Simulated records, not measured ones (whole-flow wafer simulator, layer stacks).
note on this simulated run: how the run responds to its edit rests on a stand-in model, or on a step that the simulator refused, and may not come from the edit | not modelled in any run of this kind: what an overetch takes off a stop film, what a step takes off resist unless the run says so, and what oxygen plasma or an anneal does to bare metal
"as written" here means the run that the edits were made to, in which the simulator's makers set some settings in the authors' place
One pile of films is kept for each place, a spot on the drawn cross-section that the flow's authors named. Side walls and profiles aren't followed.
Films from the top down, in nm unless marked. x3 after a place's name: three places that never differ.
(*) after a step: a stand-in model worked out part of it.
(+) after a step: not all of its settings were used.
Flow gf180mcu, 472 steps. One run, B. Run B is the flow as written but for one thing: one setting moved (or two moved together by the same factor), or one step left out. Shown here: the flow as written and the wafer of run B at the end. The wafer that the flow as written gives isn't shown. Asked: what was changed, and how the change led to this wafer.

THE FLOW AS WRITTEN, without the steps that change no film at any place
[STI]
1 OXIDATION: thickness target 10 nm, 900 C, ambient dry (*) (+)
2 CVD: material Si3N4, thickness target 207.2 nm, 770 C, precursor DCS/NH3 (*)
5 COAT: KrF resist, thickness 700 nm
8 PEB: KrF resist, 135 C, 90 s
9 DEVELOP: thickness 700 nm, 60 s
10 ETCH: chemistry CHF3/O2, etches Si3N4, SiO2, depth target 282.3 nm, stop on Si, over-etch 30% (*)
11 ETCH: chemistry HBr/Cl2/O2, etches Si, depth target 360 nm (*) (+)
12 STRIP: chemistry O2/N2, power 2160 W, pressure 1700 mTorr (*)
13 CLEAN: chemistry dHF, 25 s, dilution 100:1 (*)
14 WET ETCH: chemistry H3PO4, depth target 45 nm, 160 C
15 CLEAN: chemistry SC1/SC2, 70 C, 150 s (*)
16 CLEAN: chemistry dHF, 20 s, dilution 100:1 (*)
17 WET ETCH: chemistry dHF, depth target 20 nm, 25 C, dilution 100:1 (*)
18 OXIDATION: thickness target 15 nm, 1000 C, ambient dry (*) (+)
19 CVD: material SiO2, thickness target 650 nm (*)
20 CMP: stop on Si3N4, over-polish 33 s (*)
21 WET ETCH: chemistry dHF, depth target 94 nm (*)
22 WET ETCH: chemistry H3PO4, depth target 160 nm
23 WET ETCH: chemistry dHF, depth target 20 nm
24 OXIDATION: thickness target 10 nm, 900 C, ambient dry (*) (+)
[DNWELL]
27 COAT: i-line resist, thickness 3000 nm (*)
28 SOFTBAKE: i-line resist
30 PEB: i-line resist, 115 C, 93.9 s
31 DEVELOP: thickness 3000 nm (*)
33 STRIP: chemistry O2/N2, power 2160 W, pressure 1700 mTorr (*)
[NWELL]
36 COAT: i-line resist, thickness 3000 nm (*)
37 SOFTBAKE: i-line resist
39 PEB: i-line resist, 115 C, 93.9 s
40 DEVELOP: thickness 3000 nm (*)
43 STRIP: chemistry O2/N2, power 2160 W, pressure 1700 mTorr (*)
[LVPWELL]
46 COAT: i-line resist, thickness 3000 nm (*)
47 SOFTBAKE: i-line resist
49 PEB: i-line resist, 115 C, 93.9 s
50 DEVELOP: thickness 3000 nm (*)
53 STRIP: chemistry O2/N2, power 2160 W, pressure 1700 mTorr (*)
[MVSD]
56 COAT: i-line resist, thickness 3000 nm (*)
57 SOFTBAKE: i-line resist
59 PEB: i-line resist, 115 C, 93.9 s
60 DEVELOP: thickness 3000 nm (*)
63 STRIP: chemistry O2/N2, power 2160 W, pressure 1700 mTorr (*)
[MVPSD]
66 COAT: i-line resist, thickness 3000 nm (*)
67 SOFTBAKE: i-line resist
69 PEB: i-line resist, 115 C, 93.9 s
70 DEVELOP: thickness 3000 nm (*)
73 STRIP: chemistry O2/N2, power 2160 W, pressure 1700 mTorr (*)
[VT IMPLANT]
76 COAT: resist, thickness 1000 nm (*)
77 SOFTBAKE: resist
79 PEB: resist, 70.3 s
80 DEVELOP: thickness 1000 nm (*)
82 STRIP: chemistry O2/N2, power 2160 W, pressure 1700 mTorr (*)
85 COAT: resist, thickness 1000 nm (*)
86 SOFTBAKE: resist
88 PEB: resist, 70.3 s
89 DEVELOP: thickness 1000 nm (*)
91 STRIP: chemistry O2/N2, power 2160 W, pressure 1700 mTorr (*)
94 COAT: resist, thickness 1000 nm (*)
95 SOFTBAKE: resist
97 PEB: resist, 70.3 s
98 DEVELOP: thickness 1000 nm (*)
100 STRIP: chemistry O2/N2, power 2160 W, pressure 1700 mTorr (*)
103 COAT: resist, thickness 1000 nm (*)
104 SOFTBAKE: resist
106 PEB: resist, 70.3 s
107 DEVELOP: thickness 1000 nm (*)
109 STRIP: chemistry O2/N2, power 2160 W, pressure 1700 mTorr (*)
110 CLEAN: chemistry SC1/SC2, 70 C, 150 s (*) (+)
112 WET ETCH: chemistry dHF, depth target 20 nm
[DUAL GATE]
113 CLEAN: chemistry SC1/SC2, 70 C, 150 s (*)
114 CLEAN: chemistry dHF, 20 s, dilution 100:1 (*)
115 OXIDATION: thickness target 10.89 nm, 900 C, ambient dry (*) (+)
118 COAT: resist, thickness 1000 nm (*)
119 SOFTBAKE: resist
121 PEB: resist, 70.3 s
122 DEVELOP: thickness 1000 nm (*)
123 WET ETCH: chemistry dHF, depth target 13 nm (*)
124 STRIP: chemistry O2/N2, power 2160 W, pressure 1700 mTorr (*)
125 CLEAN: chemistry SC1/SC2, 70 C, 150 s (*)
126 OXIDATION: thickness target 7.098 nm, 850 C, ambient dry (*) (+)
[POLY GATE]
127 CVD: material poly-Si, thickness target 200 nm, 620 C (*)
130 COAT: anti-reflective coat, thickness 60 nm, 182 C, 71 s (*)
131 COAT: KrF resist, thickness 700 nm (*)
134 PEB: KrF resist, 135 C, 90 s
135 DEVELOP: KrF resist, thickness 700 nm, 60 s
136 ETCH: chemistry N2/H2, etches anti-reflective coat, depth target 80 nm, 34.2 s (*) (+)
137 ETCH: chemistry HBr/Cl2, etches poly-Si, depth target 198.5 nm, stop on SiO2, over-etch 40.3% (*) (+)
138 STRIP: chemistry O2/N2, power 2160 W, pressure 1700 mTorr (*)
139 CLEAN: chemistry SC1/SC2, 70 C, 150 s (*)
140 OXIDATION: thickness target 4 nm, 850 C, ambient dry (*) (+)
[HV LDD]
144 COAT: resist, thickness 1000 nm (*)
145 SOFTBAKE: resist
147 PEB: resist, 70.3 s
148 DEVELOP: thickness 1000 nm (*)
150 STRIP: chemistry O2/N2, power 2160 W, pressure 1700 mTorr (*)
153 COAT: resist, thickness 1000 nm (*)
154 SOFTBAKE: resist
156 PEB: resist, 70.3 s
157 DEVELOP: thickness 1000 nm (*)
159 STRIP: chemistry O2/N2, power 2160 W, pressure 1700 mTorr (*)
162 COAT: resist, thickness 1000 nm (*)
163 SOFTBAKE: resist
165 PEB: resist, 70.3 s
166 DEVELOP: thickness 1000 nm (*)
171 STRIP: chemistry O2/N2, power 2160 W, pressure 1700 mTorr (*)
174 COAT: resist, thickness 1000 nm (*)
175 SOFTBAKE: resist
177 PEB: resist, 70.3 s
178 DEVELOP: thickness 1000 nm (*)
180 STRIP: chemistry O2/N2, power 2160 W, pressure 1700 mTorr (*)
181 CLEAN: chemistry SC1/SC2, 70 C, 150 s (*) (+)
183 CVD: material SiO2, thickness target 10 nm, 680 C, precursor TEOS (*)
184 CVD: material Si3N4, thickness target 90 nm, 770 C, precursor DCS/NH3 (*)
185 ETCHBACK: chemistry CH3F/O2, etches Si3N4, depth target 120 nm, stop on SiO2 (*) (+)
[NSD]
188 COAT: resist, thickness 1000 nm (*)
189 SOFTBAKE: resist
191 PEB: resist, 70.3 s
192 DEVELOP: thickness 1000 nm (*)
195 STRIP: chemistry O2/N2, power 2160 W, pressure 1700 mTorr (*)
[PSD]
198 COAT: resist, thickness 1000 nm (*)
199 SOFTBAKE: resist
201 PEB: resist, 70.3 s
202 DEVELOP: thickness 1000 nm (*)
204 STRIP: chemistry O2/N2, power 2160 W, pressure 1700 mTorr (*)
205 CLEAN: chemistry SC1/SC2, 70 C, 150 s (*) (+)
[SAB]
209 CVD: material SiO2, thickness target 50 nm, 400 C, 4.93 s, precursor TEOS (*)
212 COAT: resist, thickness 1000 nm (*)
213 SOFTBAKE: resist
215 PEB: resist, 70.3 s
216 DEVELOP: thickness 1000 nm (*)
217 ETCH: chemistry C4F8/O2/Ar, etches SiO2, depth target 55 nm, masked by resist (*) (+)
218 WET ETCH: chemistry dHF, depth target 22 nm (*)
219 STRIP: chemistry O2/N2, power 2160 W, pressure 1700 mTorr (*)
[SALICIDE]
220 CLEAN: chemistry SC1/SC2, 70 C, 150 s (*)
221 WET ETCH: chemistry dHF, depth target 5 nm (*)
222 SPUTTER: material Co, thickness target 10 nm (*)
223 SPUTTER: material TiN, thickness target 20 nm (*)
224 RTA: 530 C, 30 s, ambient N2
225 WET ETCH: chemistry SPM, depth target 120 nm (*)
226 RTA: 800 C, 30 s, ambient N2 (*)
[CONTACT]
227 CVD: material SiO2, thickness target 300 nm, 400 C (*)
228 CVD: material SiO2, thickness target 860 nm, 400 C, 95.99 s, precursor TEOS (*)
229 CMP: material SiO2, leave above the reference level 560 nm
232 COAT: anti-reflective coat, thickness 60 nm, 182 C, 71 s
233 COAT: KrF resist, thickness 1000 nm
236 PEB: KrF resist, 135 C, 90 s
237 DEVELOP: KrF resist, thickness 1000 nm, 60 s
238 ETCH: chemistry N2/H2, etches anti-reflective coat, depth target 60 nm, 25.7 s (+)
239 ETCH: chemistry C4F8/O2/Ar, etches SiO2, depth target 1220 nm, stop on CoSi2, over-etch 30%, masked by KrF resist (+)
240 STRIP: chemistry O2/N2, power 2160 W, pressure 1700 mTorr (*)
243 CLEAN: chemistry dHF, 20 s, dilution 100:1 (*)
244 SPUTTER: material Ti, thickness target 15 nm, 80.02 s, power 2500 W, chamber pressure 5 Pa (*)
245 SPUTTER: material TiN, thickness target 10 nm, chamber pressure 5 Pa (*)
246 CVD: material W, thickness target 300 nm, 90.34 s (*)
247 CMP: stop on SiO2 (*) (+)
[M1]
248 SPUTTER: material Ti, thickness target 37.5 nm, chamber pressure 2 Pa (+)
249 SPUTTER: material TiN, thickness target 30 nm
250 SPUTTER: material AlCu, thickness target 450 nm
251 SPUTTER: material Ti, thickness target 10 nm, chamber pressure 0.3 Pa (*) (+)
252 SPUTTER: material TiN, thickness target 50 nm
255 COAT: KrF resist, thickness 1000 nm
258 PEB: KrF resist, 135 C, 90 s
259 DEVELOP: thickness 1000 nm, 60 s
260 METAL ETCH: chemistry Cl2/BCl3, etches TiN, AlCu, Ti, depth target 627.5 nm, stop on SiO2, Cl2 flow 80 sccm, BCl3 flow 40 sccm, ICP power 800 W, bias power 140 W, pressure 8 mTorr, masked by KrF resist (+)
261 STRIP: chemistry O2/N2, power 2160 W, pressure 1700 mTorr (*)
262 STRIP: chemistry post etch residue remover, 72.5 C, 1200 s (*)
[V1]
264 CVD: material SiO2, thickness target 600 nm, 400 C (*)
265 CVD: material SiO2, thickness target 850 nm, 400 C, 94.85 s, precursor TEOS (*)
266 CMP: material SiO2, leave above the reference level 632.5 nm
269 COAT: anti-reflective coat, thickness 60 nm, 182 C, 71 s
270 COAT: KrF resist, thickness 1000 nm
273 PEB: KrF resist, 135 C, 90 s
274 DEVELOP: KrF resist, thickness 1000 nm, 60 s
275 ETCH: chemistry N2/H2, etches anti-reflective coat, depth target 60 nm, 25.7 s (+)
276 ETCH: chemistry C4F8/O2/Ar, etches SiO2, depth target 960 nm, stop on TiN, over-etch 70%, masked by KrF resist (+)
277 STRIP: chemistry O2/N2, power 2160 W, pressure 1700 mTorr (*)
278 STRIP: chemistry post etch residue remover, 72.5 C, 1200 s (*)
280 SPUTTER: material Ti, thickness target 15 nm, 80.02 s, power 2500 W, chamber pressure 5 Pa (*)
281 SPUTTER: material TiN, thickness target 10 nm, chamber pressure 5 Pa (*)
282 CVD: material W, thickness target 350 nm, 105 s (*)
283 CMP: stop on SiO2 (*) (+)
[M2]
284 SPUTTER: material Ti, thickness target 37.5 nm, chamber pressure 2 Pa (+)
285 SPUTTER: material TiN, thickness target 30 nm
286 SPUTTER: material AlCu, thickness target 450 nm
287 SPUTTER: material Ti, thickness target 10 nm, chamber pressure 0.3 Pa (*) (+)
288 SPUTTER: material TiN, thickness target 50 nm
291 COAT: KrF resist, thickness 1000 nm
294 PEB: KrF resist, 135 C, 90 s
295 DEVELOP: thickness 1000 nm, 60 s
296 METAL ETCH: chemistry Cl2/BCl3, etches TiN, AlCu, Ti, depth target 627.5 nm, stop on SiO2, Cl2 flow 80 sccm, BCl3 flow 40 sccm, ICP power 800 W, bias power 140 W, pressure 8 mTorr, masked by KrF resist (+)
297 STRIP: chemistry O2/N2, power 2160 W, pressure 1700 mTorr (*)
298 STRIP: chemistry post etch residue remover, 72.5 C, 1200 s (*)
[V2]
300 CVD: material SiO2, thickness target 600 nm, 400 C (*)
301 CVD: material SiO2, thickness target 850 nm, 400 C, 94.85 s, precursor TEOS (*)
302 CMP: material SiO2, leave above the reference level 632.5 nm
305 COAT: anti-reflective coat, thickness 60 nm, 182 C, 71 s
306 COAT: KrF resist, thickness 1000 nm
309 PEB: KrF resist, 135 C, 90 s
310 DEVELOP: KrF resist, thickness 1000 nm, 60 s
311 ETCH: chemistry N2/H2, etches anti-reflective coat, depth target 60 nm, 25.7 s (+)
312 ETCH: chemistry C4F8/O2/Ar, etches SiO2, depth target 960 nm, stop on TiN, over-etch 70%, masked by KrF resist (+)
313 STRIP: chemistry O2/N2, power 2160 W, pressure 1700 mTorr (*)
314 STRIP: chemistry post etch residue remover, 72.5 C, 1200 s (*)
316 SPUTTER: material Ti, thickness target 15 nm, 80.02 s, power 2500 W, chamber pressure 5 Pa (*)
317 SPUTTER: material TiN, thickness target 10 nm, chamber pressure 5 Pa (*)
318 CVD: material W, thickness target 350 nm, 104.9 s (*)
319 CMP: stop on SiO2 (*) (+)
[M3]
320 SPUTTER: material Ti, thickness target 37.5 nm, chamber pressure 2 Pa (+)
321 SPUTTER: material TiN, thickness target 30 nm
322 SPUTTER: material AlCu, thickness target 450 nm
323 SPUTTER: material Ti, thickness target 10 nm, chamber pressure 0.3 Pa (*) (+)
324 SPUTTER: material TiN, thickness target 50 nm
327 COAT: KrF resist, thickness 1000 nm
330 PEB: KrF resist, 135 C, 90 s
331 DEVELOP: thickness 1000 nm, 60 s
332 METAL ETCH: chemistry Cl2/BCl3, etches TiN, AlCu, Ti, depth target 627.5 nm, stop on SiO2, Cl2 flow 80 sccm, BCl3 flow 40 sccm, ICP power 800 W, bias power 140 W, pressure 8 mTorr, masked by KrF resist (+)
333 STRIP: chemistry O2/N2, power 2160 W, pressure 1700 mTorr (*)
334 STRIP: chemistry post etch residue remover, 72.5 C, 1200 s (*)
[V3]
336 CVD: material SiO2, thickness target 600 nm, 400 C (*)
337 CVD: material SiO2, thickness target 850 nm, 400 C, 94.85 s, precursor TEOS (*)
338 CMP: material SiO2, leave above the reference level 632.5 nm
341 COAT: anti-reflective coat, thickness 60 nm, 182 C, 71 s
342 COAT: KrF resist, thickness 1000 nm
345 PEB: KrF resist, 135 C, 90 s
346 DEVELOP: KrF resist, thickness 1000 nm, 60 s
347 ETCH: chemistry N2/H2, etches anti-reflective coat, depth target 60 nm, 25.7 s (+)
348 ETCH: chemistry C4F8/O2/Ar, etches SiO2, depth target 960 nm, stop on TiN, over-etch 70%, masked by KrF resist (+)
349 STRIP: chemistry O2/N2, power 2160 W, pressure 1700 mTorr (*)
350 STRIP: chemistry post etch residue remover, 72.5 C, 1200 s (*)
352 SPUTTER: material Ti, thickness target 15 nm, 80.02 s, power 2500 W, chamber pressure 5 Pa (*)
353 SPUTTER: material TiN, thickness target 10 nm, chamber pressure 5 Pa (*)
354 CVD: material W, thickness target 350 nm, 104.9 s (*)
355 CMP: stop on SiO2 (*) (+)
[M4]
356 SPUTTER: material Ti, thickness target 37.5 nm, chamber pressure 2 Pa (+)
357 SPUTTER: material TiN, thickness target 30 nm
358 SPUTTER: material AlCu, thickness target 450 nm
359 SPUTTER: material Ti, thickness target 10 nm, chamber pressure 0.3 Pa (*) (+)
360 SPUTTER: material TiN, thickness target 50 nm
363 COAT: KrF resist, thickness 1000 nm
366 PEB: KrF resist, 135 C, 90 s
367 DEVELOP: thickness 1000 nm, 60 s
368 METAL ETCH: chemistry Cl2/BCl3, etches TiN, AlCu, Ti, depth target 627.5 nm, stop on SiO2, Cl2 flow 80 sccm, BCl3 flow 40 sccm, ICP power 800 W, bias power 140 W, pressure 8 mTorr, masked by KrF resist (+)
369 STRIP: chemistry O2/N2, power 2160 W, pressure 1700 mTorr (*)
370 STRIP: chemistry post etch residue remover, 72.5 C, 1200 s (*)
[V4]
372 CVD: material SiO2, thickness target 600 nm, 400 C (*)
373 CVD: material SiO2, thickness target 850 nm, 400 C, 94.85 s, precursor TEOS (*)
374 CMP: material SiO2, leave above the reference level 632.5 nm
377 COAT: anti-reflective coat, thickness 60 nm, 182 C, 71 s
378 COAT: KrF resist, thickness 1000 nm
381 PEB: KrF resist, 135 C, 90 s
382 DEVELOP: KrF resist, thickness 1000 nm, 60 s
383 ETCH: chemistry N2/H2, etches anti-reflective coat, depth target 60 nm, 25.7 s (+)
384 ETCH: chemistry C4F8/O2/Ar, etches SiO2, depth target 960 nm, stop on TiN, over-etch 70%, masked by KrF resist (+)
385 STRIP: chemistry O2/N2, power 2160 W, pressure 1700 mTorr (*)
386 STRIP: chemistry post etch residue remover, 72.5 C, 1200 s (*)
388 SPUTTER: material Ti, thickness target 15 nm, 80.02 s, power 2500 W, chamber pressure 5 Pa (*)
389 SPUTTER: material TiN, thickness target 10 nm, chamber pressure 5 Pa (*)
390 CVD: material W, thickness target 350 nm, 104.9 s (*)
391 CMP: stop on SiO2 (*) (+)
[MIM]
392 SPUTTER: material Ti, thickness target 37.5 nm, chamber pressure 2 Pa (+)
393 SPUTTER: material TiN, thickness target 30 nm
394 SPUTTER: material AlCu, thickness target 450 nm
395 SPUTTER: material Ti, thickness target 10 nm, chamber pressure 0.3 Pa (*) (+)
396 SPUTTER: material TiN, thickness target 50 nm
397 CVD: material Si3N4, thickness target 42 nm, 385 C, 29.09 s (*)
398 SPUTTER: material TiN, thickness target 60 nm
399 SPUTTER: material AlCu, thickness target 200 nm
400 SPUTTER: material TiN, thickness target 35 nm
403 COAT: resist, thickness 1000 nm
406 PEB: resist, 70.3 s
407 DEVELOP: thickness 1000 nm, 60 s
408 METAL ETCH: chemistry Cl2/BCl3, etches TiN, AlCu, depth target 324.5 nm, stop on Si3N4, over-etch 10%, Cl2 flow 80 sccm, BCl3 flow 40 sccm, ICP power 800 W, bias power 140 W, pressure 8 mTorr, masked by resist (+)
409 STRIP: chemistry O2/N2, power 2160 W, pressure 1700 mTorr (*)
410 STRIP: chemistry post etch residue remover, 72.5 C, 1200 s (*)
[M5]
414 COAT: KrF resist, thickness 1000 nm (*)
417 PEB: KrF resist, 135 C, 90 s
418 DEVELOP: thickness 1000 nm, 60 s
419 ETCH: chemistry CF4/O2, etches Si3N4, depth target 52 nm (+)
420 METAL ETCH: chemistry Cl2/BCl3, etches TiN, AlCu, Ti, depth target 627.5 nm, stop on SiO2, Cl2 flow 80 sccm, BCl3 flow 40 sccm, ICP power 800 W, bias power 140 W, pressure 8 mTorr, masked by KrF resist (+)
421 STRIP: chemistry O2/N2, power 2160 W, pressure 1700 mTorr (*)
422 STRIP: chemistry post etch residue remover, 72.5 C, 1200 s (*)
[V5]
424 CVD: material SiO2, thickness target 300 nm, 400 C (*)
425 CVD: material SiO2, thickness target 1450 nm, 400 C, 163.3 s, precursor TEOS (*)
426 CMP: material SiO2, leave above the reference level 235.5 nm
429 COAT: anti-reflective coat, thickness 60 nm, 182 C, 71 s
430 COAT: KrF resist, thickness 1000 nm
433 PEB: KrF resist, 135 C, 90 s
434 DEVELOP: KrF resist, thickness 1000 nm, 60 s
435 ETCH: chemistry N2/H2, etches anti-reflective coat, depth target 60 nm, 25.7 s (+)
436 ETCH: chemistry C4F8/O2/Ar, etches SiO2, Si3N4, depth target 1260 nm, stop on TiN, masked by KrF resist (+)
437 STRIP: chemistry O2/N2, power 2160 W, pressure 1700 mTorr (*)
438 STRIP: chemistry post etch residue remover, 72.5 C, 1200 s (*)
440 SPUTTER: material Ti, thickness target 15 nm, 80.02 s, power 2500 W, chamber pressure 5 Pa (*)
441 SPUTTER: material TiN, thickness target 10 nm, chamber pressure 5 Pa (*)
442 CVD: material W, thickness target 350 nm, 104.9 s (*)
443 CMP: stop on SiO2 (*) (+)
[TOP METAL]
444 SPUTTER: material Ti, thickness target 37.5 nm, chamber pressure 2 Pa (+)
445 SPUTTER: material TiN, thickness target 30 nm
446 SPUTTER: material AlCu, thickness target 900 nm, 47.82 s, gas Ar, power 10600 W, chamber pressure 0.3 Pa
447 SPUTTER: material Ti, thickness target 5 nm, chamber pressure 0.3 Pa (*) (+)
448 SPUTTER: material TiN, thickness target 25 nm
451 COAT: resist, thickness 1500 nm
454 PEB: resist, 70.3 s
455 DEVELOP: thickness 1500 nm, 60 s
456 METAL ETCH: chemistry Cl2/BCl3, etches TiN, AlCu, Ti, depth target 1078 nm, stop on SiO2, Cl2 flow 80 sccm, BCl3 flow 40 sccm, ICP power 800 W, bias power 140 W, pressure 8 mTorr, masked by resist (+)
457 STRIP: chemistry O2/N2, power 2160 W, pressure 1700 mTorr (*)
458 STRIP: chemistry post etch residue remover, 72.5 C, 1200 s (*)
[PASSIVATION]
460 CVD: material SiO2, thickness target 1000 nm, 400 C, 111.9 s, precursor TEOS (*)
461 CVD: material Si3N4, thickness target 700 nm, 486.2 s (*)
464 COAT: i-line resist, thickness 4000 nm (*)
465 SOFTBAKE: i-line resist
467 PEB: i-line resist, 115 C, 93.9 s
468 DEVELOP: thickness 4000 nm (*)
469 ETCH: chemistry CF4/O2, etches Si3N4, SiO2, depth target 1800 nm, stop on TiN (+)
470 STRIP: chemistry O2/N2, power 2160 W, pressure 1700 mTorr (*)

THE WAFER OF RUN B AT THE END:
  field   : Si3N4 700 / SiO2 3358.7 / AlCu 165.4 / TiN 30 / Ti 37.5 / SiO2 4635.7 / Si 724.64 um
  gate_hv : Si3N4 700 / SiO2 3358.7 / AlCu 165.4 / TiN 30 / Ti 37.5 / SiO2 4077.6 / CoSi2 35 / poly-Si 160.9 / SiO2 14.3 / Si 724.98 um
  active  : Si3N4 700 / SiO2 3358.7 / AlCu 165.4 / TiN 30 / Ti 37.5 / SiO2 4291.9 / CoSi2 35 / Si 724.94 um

The cause: step 368, METAL ETCH: depth target 338.9 nm was run, where the flow has depth target 627.5 nm.

How the change led to this, step by step:
  368 METAL ETCH: chemistry Cl2/BCl3, etches TiN, AlCu, Ti, depth target 627.5 nm, stop on SiO2, Cl2 flow 80 sccm, BCl3 flow 40 sccm, ICP power 800 W, bias power 140 W, pressure 8 mTorr, masked by KrF resist (+)
      field, field__w1, field__w2 and 103 more: TiN -50 (all of it), Ti -10 (all of it), AlCu -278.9 (as written it would be: TiN -50 (all of it), Ti -10 (all of it), AlCu -450 (all of it), TiN -30 (all of it), Ti -37.5 (all of it))
      field__w8, contact, m1, m1__w1, m1_nw: KrF resist -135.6 (as written it would be: KrF resist -251)
  369 STRIP: chemistry O2/N2, power 2160 W, pressure 1700 mTorr (*)
      field__w8, contact, m1, m1__w1, m1_nw: KrF resist -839 (all of it) (as written it would be: KrF resist -723.5 (all of it))
  370 STRIP: chemistry post etch residue remover, 72.5 C, 1200 s (*)
      field, field__w1, field__w2 and 103 more: AlCu -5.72 (as written it would be: nothing)
  372 CVD: material SiO2, thickness target 600 nm, 400 C (*)
      field, field__w1, field__w2 and 103 more: SiO2 +600 (new film) (as written it would be: SiO2 +600)
  374 CMP: material SiO2, leave above the reference level 632.5 nm
      field, field__w1, field__w2 and 103 more: SiO2 -532.9 (as written it would be: SiO2 -300)
Counting metal films that touch as one body, field has 1 body; the flow as written gives 0 bodies.
Counting metal films that touch as one body, gate_hv has 2 bodies (between them, from the top down: SiO2 4077.6); the flow as written gives 1 body.
Counting metal films that touch as one body, active has 2 bodies (between them, from the top down: SiO2 4291.9); the flow as written gives 1 body.
